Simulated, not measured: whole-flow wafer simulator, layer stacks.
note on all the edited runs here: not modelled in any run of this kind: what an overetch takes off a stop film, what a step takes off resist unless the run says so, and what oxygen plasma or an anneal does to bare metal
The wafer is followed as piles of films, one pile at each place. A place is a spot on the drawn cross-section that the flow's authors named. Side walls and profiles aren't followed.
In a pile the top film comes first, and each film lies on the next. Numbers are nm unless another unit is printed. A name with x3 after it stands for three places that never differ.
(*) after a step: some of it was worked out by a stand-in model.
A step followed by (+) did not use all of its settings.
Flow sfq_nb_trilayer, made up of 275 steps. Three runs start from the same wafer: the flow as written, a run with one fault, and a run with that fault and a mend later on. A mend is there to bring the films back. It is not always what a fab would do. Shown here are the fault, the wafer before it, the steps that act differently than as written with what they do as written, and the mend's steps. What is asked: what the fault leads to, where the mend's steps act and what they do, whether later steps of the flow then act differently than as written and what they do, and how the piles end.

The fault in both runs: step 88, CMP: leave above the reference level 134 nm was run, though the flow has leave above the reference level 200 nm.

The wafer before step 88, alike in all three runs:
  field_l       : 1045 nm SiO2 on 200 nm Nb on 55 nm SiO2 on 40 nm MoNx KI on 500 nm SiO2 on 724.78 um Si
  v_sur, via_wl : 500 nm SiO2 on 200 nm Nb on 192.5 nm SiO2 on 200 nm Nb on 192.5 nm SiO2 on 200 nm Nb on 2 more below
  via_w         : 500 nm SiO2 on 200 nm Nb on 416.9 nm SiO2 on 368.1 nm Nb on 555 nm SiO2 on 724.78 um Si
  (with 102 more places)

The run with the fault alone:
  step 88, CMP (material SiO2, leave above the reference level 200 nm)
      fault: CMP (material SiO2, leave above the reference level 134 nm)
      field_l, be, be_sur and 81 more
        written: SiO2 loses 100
        fault: SiO2 loses 166
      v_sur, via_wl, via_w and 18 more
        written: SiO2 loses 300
        fault: SiO2 loses 366
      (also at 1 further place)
  Later steps of the flow acting differently than as written (not shown: 4 more steps that differ only slightly, by at most 2% or 0.5 nm, whichever is larger):
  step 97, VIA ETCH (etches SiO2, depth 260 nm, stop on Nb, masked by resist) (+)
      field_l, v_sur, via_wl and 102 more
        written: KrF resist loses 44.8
        fault: KrF resist loses 34.6
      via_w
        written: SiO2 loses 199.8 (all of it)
        fault: SiO2 loses 133.8 (all of it)
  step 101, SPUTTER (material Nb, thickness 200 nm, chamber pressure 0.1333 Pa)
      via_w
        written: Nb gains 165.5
        fault: Nb gains 180.1
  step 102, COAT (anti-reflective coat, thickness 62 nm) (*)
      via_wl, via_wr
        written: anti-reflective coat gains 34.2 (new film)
        fault: anti-reflective coat gains 35.9 (new film)
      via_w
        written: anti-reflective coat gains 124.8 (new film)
        fault: anti-reflective coat gains 109.5 (new film)
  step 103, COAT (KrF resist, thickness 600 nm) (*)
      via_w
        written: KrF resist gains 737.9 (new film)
        fault: KrF resist gains 683.3 (new film)
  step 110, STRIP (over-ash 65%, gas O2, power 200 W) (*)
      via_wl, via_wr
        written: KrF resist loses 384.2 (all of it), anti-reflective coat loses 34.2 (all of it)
        fault: KrF resist loses 390.7 (all of it), anti-reflective coat loses 35.9 (all of it)
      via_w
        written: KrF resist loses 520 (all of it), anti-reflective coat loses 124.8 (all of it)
        fault: KrF resist loses 465.5 (all of it), anti-reflective coat loses 109.5 (all of it)
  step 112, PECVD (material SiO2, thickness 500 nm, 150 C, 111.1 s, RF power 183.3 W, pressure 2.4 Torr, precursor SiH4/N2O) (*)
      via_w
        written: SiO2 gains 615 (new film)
        fault: SiO2 gains 509.9 (new film)
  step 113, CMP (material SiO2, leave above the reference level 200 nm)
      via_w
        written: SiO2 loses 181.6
        fault: SiO2 loses 157.1
  The piles end different from the flow's at field_l, v_sur, via_wl and 102 more by more than 2% or 0.5 nm, whichever is larger.
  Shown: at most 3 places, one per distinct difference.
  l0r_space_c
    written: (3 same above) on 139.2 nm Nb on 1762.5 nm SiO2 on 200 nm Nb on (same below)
    fault: (3 same above) on 139.2 nm Nb on 1696.5 nm SiO2 on 200 nm Nb on (same below)
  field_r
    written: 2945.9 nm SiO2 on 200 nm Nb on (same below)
    fault: 2879.9 nm SiO2 on 200 nm Nb on (same below)
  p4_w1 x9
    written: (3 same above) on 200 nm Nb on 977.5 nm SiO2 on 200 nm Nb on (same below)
    fault: (3 same above) on 200 nm Nb on 911.5 nm SiO2 on 200 nm Nb on (same below)

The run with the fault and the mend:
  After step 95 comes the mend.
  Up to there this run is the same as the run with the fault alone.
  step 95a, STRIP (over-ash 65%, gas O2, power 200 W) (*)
      field_l, v_sur, via_wl and 102 more
        KrF resist loses 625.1 (all of it), anti-reflective coat loses 62 (all of it)
      via_w
        anti-reflective coat loses 62 (all of it)
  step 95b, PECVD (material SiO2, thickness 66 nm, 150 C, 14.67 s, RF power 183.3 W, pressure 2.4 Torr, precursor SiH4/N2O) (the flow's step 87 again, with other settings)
      field_l, v_sur, via_wl and 103 more
        SiO2 gains 66
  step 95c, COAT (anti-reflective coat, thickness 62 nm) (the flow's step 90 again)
      field_l, v_sur, via_wl and 103 more
        anti-reflective coat gains 62 (new film)
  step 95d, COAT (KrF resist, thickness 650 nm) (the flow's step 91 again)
      field_l, v_sur, via_wl and 103 more
        KrF resist gains 650 (new film)
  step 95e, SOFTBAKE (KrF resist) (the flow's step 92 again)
      alters no film at any place that is followed
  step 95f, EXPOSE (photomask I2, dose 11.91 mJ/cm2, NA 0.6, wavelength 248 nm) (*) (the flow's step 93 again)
      alters no film at any place that is followed
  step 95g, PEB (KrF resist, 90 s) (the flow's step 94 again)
      field_l, v_sur, via_wl and 103 more
        KrF resist loses 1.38
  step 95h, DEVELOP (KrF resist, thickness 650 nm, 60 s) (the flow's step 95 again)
      field_l, v_sur, via_wl and 102 more
        KrF resist loses 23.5
      via_w
        KrF resist loses 648.6 (all of it)
  None of the later steps of the flow differs from how it acts as written, at any place that is followed, by more than 2% or 0.5 nm, whichever is larger.
  By the end, the piles equal the flow's at every place that both follow.
